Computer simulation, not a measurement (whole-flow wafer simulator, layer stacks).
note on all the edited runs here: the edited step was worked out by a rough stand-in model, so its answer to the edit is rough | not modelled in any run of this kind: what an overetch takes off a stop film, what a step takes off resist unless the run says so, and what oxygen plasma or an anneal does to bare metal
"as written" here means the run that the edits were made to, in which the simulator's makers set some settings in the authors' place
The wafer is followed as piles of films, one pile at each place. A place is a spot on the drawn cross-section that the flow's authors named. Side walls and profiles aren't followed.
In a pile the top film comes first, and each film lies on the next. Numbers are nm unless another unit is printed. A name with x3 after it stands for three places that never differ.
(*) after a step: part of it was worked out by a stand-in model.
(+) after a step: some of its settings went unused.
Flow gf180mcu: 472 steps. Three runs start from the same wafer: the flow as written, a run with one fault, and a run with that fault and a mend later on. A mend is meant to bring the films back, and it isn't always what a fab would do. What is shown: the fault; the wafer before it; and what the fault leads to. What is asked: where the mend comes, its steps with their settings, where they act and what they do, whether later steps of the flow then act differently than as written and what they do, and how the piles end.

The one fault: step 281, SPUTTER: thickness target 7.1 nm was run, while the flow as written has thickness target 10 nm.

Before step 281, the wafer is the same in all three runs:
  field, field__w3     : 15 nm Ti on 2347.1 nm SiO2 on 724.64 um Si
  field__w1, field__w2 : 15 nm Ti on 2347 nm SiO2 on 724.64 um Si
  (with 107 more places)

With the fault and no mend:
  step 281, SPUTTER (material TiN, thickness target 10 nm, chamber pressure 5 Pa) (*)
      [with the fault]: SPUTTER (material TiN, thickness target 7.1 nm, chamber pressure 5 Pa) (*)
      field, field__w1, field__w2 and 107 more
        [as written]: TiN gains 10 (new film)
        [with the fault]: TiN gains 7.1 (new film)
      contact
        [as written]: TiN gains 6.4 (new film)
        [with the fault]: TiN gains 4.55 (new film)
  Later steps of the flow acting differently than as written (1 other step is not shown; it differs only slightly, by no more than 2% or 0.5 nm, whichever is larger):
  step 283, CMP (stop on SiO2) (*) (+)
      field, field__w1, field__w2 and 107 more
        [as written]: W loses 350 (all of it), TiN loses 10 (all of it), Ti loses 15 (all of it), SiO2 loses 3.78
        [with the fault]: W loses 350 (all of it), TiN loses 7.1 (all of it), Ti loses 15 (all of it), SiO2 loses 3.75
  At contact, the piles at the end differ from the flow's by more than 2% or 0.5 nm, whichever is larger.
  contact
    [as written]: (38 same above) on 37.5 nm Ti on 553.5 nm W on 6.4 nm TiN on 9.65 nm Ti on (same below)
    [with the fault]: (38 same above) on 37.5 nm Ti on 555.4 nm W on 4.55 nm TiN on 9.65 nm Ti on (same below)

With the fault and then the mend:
  The mend follows step 281.
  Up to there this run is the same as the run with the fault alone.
  step 281a, SPUTTER (material TiN, thickness target 2.9 nm, chamber pressure 5 Pa) (*) (the flow's step 281 again, with other settings)
      field, field__w1, field__w2 and 107 more
        TiN gains 2.9
      contact
        TiN gains 1.85
  Every later step of the flow that is run acts as written at every place that is followed.
  At every place that both follow, the piles at the end match the flow's.
